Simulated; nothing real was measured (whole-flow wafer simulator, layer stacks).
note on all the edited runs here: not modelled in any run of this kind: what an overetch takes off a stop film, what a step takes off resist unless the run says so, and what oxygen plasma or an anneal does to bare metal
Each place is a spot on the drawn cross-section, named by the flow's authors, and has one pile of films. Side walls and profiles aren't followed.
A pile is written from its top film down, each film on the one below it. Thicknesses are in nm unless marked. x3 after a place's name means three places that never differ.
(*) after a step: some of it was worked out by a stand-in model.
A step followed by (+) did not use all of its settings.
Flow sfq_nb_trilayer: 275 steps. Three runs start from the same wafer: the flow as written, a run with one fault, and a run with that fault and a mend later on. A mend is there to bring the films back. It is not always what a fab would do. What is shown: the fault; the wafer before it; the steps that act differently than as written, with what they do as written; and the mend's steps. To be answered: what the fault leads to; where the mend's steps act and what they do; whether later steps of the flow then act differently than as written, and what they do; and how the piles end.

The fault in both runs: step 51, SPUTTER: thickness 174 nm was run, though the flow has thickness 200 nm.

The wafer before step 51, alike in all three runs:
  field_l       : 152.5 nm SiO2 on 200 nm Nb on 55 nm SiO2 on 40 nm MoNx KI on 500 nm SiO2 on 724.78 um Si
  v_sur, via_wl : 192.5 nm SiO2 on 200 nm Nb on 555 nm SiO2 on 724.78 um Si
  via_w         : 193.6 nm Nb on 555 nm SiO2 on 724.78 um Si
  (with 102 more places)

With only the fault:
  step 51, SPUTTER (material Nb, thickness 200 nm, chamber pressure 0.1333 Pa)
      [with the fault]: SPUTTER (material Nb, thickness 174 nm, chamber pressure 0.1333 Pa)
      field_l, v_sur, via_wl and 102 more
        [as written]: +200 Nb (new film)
        [with the fault]: +174 Nb (new film)
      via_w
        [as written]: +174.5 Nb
        [with the fault]: +152.2 Nb
  Later steps of the flow acting differently than as written (not shown: 2 more steps that differ only slightly, by at most 2% or 0.5 nm, whichever is larger):
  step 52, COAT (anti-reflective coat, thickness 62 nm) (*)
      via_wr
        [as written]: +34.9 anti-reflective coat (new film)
        [with the fault]: +33.9 anti-reflective coat (new film)
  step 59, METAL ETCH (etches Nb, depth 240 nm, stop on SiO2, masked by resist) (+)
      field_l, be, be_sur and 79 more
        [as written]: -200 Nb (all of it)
        [with the fault]: -174 Nb (all of it)
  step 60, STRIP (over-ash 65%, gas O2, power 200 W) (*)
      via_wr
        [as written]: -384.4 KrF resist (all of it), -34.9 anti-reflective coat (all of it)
        [with the fault]: -385.6 KrF resist (all of it), -33.9 anti-reflective coat (all of it)
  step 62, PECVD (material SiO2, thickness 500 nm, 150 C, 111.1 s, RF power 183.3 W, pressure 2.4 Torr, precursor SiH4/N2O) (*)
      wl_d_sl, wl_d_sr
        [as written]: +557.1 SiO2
        [with the fault]: +531.1 SiO2
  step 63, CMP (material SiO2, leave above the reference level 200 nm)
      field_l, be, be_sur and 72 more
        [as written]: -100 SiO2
        [with the fault]: -126 SiO2
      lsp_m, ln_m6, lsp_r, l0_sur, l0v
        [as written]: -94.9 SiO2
        [with the fault]: -126 SiO2
  By the end, the piles at v_sur, via_wl, via_w and 30 more depart from the flow's by more than 2% or 0.5 nm, whichever is larger.
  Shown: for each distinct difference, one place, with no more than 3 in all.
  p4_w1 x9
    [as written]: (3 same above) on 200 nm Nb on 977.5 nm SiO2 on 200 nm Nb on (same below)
    [with the fault]: (3 same above) on 200 nm Nb on 951.5 nm SiO2 on 200 nm Nb on (same below)
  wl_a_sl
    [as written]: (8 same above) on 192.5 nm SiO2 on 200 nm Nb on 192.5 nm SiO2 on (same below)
    [with the fault]: (8 same above) on 192.5 nm SiO2 on 174 nm Nb on 192.5 nm SiO2 on (same below)
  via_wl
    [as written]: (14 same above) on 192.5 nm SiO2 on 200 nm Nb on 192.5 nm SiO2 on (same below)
    [with the fault]: (14 same above) on 192.5 nm SiO2 on 174 nm Nb on 192.5 nm SiO2 on (same below)

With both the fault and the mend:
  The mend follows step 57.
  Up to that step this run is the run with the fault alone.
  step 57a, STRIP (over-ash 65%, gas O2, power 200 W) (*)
      p4_fl x3, p4_w1 x9, p4_g1 x2 and 47 more
        -62 anti-reflective coat (all of it)
      wl_j_sl, wl_jj, wl_j_sr and 13 more
        -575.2 KrF resist (all of it), -62 anti-reflective coat (all of it)
      r_sur, res, r_end and 8 more
        -61.8 anti-reflective coat (all of it)
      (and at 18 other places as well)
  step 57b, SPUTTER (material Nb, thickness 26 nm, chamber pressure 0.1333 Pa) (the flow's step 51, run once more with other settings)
      field_l, v_sur, via_wl and 102 more
        +26 Nb
      via_w
        +20.1 Nb
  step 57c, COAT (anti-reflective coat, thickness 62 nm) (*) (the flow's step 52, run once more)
      p4_fl x3, p4_w1 x9, p4_g1 x2 and 63 more
        +62 anti-reflective coat (new film)
      r_sur, res, r_end and 9 more
        +61.8 anti-reflective coat (new film)
      jj_sur, ce_l, c5j, ce_r, sp_r, be_r
        +61.7 anti-reflective coat (new film)
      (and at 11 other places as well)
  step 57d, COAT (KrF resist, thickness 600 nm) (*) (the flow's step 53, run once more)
      p4_fl x3, p4_w1 x9, p4_g1 x2 and 63 more
        +600 KrF resist (new film)
      res, r_end, moat, field_r, l0_sur
        +599.4 KrF resist (new film)
      lsp_l, ln_m5, lsp_m, ln_m6, lsp_r
        +599.5 KrF resist (new film)
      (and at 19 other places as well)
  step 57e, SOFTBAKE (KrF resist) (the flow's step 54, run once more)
      does not change any film at any place that is followed
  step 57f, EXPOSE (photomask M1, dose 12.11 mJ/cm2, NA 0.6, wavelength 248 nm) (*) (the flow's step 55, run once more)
      does not change any film at any place that is followed
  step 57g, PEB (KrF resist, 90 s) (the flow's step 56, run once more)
      wire, be, be_sur and 96 more
        -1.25 KrF resist
      field_l, via_v
        -1.24 KrF resist
      via_wl, via_wr
        -1.26 KrF resist
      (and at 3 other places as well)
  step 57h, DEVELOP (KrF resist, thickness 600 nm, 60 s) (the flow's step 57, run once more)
      p4_fl x3, p4_w1 x9, p4_g1 x2 and 47 more
        -598.7 KrF resist (all of it)
      v_sur, via_wl, via_w and 21 more
        -23.5 KrF resist
      moat, field_r, lsp_l, lsp_m, ln_m6, lsp_r, l0_sur
        -598.2 KrF resist (all of it)
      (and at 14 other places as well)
  Later steps of the flow that are run all act as written at every place that is followed, up to a difference of at most 2% or 0.5 nm, whichever is larger.
  At the end the piles are close to the flow's at the places that both follow, differing by at most 2% or 0.5 nm, whichever is larger.
